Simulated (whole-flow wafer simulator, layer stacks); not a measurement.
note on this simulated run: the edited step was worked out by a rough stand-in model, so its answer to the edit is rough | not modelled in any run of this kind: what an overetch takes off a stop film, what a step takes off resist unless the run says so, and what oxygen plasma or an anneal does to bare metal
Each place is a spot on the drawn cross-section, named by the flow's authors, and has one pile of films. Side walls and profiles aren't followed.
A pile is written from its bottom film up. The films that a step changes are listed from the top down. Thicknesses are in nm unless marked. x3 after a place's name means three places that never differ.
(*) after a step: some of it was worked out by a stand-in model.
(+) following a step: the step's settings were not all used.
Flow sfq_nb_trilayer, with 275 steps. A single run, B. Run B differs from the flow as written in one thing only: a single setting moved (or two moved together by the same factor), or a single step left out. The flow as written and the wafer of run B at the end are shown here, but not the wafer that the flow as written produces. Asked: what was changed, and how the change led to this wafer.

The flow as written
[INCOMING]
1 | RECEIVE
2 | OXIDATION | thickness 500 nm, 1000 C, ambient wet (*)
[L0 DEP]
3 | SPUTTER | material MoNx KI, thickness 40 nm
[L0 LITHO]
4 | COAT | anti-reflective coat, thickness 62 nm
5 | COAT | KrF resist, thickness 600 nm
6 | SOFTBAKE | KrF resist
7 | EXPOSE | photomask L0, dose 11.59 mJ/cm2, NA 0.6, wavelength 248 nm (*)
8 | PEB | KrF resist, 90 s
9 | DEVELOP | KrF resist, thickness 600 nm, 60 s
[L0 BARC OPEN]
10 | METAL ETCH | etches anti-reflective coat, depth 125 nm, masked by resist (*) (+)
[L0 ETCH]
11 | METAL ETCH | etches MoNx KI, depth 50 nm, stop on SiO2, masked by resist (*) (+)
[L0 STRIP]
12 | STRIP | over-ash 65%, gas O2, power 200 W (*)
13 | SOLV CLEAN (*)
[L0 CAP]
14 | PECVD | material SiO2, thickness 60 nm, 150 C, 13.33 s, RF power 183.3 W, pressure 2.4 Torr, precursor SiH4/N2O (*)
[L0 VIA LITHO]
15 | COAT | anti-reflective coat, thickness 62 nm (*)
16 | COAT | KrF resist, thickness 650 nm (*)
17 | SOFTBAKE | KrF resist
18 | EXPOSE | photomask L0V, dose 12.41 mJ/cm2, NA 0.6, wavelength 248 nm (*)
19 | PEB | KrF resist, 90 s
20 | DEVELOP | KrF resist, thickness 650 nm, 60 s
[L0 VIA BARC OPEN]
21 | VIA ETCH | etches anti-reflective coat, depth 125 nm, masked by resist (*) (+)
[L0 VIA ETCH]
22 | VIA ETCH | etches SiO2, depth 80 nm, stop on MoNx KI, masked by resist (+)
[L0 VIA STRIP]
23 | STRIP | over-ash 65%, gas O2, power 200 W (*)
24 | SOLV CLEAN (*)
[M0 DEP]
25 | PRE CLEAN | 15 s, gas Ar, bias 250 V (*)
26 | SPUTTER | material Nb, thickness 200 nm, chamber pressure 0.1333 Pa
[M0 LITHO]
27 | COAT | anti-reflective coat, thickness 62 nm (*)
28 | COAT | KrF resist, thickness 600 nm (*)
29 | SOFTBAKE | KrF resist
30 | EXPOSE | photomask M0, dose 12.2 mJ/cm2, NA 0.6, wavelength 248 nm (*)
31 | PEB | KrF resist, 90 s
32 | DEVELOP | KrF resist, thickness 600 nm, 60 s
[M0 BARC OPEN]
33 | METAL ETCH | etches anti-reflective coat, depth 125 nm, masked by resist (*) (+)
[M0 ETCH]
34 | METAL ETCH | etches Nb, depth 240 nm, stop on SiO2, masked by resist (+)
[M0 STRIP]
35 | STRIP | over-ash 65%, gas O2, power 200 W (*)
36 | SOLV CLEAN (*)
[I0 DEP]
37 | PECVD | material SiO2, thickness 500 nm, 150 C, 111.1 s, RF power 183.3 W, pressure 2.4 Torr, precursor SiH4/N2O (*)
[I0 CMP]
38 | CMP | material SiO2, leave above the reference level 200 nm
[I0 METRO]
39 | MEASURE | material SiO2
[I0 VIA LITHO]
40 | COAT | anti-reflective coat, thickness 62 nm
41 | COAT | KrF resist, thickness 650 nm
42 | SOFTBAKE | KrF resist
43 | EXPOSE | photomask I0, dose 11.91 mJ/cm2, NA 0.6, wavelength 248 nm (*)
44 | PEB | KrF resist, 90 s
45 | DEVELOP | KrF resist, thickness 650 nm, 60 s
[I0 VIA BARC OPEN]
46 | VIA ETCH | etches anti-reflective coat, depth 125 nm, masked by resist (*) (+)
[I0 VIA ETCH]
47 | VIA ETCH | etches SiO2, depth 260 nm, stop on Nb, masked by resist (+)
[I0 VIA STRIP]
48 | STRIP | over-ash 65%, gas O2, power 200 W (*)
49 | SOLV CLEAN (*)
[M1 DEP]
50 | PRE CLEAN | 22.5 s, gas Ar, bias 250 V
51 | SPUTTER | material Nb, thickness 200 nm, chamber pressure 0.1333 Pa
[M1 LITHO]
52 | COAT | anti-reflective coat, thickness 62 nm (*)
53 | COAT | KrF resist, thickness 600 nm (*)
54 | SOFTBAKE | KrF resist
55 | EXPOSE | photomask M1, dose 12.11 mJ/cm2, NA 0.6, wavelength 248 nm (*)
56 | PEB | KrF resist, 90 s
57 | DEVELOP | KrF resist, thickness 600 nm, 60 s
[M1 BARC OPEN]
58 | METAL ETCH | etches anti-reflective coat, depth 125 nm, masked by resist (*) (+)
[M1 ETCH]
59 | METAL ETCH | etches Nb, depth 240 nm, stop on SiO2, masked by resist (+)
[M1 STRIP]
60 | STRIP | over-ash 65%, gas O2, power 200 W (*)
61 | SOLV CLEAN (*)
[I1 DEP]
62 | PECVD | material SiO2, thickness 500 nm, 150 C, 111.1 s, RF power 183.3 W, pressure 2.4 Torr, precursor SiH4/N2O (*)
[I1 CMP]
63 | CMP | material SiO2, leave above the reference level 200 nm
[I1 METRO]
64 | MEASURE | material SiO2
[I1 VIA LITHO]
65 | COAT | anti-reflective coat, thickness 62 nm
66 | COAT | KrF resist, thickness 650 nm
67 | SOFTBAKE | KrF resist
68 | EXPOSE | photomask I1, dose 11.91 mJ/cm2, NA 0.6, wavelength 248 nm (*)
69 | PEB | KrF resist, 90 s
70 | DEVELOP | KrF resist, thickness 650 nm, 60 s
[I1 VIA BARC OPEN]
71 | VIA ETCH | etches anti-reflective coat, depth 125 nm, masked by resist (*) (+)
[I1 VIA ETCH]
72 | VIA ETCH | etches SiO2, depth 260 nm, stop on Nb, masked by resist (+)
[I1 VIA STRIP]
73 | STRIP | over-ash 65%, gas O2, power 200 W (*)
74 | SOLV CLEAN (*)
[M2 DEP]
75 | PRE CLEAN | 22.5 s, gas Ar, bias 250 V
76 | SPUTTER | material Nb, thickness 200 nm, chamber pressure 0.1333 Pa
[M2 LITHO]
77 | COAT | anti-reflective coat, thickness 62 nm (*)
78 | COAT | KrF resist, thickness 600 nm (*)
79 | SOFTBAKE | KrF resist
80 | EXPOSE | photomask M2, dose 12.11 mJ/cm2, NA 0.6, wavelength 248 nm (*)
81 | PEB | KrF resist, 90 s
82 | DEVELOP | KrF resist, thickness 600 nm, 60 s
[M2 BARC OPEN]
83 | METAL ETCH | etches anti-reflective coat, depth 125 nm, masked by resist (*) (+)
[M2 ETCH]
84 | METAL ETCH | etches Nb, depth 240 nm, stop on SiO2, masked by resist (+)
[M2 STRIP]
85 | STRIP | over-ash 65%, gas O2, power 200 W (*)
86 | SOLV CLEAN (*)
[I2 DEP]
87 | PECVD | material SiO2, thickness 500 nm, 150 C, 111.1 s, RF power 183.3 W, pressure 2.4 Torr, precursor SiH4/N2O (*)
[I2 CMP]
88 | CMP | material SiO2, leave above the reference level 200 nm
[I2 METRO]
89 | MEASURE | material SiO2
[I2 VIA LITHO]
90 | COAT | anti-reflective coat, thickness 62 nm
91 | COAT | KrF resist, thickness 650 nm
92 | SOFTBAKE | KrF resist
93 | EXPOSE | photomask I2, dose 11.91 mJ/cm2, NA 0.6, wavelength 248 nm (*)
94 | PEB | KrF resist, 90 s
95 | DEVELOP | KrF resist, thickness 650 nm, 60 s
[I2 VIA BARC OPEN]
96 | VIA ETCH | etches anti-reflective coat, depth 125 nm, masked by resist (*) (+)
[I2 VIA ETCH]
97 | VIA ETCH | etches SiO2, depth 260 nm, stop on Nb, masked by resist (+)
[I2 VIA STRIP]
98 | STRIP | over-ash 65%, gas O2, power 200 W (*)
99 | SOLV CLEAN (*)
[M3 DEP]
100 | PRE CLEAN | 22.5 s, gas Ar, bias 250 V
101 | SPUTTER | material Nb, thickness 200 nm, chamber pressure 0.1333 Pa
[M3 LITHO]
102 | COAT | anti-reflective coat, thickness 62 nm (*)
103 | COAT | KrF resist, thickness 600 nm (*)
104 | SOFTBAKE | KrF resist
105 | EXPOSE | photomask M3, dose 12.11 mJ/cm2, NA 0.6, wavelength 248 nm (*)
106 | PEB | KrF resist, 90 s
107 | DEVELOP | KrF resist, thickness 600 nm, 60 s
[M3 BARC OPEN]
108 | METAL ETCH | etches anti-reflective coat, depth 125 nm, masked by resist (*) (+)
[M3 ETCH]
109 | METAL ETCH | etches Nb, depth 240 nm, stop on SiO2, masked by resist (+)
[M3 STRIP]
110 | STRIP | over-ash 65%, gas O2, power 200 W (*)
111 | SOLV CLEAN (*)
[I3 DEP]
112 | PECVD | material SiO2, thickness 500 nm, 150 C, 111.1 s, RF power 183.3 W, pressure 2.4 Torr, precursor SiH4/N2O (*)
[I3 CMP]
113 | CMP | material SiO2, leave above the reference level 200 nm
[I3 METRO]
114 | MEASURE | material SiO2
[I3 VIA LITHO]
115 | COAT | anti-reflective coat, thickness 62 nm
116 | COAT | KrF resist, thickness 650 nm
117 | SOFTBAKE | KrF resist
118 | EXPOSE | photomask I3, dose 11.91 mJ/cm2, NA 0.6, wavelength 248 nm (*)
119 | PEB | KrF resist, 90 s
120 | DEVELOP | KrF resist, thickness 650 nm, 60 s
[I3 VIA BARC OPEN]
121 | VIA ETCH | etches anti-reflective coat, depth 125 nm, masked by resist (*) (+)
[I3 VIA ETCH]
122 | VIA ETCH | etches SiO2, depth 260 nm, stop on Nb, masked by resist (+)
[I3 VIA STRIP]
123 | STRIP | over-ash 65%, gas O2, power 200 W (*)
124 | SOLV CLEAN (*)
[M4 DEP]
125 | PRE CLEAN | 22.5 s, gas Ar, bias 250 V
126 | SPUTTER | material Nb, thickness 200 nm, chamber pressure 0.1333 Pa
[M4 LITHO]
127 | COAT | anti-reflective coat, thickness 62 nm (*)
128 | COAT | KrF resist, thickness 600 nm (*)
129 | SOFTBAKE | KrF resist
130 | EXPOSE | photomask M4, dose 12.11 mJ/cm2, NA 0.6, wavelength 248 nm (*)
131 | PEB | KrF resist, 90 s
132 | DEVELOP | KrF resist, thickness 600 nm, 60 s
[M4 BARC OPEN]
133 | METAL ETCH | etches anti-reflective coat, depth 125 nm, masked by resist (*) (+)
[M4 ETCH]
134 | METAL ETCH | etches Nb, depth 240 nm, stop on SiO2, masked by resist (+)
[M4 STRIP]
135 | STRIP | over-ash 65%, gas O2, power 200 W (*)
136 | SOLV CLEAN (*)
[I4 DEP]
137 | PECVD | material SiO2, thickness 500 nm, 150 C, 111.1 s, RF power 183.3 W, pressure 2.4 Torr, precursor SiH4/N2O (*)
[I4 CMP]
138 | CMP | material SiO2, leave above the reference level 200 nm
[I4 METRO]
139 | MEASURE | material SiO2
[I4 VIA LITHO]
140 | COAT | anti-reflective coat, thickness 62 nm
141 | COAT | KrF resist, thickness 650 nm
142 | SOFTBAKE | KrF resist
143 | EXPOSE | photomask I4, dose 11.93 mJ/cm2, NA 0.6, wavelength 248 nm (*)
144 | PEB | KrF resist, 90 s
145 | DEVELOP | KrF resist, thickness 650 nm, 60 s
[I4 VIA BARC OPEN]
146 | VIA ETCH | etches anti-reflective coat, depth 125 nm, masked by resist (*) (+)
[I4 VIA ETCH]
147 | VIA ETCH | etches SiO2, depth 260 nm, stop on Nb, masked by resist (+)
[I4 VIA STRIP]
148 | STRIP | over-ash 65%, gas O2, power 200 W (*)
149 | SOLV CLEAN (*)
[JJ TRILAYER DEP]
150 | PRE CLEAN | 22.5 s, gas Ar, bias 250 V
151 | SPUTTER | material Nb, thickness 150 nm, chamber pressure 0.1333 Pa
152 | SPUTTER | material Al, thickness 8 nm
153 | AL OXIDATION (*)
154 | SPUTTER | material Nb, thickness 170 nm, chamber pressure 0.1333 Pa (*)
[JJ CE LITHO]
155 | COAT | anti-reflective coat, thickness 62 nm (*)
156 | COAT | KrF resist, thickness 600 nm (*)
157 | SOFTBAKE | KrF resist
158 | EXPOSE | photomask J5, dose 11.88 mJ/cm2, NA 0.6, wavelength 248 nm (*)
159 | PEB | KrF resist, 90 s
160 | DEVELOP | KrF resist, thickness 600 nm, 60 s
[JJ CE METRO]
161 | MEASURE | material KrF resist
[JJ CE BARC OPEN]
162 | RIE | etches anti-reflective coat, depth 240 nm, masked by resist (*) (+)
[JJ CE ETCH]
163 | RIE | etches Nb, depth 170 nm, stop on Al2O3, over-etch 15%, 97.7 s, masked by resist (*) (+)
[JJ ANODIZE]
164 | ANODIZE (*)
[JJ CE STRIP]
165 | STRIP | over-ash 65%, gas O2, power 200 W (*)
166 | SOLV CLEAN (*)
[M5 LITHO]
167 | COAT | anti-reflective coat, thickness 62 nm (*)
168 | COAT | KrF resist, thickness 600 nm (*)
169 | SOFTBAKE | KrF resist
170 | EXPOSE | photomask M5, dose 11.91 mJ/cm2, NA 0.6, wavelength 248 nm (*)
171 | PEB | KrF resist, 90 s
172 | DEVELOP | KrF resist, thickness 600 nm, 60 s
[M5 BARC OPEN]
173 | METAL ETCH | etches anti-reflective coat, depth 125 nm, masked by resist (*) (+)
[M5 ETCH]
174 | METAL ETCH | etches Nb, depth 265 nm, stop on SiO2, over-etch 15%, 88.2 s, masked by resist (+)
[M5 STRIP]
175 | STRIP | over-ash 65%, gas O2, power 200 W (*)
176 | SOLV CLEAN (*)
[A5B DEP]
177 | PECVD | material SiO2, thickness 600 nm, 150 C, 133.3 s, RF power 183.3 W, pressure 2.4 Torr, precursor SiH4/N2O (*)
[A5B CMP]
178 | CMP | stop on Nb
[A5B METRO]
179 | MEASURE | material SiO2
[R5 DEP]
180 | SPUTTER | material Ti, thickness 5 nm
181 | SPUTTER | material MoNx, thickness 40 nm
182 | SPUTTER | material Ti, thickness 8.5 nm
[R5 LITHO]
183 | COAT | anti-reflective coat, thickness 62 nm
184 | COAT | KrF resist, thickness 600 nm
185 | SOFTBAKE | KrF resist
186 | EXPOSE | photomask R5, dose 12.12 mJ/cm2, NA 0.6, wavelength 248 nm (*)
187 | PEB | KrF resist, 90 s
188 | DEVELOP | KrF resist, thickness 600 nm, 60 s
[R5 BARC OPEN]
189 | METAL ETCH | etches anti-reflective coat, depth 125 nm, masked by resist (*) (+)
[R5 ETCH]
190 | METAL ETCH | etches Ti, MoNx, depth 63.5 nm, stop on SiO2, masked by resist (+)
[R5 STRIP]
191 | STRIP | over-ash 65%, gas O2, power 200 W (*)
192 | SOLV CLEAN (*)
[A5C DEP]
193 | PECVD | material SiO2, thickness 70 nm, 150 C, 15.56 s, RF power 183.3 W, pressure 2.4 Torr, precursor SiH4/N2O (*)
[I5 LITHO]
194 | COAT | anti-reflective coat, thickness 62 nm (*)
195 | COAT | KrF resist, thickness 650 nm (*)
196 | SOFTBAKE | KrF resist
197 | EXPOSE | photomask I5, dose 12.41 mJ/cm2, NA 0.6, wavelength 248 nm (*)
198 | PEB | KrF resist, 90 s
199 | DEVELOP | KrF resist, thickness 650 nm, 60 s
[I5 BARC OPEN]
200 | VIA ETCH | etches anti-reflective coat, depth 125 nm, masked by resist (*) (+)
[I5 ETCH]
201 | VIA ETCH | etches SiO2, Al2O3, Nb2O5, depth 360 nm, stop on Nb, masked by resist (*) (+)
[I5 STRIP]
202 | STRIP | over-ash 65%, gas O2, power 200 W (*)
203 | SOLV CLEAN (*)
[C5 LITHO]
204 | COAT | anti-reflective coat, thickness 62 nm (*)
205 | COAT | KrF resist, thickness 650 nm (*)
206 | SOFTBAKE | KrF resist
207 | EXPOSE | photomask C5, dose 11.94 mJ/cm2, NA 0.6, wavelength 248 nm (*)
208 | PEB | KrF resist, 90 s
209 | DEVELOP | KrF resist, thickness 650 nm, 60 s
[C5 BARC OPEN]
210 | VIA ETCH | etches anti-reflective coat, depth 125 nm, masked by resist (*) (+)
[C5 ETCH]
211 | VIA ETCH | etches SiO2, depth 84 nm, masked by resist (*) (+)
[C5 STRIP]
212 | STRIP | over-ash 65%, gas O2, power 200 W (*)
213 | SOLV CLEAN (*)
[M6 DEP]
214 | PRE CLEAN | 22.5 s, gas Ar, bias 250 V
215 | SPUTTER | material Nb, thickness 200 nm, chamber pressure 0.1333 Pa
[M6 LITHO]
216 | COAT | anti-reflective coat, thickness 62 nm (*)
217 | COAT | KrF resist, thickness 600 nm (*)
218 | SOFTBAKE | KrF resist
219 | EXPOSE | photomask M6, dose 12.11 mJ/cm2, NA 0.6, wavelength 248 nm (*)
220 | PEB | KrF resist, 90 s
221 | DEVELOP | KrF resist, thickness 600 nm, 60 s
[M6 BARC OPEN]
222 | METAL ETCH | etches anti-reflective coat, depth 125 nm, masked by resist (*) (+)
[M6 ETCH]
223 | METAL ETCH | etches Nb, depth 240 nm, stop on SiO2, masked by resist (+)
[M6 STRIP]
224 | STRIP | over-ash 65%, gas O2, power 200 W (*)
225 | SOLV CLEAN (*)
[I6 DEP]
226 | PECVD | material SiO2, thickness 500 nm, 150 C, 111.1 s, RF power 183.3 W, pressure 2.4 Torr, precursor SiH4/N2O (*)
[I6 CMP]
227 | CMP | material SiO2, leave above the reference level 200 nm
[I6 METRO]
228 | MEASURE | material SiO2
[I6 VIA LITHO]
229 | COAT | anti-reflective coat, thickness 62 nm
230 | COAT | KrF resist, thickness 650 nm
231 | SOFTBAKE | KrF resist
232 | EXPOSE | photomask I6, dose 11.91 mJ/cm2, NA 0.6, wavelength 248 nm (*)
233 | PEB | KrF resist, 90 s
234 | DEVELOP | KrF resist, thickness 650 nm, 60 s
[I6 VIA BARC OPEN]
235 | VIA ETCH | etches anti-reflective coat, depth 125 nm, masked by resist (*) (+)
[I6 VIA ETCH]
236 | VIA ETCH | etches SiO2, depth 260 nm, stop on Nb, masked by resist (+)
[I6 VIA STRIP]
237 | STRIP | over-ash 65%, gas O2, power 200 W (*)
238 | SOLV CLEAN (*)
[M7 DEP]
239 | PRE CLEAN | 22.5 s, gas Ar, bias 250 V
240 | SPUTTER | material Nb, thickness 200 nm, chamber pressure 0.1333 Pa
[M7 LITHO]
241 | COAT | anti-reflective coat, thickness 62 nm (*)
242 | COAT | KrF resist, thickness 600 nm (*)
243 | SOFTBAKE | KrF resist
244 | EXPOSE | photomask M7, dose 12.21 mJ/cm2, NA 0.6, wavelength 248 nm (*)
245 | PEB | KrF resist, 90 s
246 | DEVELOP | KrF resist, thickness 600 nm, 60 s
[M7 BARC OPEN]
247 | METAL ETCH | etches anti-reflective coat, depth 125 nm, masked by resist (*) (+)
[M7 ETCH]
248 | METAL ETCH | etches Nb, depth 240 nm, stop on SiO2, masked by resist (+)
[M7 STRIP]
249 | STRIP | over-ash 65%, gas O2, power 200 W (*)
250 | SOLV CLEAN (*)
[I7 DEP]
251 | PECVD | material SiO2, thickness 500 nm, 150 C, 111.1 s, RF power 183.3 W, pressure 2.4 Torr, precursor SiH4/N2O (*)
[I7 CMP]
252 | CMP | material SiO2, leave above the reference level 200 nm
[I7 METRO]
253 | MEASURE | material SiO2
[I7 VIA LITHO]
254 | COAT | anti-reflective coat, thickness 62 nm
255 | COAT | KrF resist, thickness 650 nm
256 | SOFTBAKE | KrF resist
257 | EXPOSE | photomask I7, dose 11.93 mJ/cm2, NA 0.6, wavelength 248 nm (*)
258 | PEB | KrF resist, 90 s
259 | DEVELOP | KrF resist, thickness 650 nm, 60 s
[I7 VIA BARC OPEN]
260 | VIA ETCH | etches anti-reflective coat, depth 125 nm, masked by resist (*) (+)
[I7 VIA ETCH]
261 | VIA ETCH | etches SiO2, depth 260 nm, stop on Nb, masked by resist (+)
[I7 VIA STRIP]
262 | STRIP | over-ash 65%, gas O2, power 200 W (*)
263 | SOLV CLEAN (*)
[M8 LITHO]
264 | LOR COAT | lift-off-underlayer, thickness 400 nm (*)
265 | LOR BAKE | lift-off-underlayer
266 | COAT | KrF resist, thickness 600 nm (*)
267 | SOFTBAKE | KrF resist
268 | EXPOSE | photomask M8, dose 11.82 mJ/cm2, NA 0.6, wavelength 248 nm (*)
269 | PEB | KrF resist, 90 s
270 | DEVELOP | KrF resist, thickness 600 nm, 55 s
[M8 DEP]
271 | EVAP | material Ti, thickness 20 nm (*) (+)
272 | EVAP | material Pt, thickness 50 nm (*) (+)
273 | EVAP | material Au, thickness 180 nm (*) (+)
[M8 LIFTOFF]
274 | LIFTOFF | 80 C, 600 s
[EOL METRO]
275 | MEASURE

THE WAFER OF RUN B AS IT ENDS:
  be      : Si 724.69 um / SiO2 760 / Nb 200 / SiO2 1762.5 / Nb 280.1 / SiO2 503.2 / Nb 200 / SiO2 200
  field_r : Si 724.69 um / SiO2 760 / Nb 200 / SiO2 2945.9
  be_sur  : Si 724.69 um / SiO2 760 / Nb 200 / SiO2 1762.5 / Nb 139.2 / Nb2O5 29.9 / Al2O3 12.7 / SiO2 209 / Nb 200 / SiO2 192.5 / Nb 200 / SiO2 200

Cause: step 2, OXIDATION: thickness 705 nm was run, though the flow has thickness 500 nm.

How this came from the change, step by step:
  2 | OXIDATION | thickness 500 nm, 1000 C, ambient wet (*)
      field_l, v_sur, via_wl and 103 more: +705 SiO2 (new film), -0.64 chemical SiO2 (all of it), -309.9 Si (in the flow as written it would be: +500 SiO2 (new film), -0.64 chemical SiO2 (all of it), -219.7 Si)
